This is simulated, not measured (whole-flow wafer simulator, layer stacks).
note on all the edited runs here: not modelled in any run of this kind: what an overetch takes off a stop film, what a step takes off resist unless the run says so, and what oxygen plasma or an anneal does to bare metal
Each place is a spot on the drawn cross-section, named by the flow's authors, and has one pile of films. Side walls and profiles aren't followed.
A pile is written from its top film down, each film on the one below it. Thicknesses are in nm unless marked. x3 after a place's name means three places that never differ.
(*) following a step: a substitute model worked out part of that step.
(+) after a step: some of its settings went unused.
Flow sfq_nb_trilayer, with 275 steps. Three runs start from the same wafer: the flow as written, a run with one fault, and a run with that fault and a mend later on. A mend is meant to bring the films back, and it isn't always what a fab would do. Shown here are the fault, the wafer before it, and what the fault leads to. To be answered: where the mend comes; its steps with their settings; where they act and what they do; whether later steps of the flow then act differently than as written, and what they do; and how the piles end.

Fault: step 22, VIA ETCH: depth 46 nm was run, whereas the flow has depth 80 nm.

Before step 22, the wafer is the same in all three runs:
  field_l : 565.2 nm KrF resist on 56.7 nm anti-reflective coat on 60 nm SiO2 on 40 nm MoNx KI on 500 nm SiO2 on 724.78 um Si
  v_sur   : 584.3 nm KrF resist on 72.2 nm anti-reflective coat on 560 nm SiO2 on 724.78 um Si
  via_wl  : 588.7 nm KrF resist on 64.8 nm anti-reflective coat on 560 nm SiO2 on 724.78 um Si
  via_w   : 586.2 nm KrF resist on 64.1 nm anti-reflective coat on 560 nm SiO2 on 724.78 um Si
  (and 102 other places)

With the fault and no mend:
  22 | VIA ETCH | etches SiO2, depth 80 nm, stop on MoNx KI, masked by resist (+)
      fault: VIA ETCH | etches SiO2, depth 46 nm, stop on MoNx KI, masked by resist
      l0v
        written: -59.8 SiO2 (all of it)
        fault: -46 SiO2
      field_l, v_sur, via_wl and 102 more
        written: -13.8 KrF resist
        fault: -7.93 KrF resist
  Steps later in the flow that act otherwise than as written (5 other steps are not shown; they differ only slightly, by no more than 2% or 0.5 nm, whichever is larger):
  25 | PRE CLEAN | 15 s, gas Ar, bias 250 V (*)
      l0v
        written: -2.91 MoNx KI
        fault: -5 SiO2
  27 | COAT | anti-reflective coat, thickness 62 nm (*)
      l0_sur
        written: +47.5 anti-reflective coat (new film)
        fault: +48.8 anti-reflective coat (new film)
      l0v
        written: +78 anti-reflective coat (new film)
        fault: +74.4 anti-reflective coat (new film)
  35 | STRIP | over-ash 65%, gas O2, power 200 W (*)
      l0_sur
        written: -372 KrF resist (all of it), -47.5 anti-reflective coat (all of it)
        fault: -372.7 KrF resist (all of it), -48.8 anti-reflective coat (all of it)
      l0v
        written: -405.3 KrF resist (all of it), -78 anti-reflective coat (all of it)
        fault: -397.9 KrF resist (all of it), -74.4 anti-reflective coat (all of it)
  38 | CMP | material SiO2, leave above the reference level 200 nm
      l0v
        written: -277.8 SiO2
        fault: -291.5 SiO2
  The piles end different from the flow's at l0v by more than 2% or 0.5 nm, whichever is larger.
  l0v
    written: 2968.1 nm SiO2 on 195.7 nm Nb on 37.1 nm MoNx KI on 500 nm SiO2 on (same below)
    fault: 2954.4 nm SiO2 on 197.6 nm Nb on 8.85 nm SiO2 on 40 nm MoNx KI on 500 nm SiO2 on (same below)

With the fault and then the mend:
  The mend follows step 22.
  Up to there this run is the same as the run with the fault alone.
  22a | VIA ETCH | etches SiO2, depth 34 nm, stop on MoNx KI, masked by resist (+) (the flow's step 22, run once more with other settings)
      field_l, v_sur, via_wl and 102 more
        -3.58 KrF resist
      l0v
        -13.8 SiO2 (all of it)
  None of the later steps of the flow differs from how it acts as written, at any place that is followed, by more than 2% or 0.5 nm, whichever is larger.
  At every place that both follow, the piles at the end match the flow's.
